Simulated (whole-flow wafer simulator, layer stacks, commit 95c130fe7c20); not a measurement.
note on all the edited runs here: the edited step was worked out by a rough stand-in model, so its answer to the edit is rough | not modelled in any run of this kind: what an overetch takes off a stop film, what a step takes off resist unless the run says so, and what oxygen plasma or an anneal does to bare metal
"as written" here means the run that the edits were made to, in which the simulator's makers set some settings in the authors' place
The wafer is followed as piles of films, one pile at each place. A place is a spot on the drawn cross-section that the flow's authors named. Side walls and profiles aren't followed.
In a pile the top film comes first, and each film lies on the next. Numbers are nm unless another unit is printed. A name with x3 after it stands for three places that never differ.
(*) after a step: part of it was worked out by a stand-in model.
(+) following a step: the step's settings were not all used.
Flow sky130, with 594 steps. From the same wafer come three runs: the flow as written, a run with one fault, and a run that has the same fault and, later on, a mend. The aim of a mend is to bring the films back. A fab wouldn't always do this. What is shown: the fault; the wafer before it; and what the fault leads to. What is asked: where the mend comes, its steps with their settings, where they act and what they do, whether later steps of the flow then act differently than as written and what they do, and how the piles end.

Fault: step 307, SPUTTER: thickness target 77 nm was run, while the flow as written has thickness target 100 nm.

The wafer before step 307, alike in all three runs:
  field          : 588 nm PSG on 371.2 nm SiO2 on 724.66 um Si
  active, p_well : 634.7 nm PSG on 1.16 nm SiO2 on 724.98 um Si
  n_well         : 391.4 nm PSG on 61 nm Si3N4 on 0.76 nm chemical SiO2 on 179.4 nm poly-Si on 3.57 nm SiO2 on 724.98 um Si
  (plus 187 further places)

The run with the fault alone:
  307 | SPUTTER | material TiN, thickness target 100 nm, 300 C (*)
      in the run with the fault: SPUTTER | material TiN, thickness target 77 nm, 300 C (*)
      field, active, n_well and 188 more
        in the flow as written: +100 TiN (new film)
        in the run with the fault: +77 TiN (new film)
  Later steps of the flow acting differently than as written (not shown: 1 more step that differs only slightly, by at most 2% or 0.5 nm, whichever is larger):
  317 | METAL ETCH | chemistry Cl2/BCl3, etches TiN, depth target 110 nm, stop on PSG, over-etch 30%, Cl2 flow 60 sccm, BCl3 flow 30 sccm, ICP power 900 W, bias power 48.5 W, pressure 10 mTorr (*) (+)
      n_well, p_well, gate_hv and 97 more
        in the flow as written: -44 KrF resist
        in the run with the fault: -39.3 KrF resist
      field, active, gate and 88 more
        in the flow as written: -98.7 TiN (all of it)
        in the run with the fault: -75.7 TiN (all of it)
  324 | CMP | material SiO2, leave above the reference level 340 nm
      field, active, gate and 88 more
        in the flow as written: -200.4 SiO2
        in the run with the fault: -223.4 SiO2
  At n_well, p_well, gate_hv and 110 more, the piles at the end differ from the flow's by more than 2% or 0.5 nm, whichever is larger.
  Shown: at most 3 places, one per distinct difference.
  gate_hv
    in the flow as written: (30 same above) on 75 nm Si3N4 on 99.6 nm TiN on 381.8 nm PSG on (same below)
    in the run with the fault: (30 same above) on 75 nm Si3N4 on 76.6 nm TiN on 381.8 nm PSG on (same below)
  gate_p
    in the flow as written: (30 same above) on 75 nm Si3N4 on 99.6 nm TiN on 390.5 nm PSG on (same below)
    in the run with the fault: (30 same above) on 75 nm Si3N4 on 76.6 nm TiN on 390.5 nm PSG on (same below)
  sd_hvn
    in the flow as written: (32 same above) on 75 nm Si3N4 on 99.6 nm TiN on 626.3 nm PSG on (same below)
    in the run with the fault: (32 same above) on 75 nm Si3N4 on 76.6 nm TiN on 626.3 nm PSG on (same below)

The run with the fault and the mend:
  The mend stands after step 307.
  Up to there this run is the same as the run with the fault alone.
  307a | SPUTTER | material TiN, thickness target 23 nm, 300 C (*) (the flow's step 307 again, with other settings)
      field, active, n_well and 188 more
        +23 TiN
  Later steps of the flow that are run all act as written at every place that is followed, up to a difference of at most 2% or 0.5 nm, whichever is larger.
  The piles end the same as the flow's at every place that both follow.
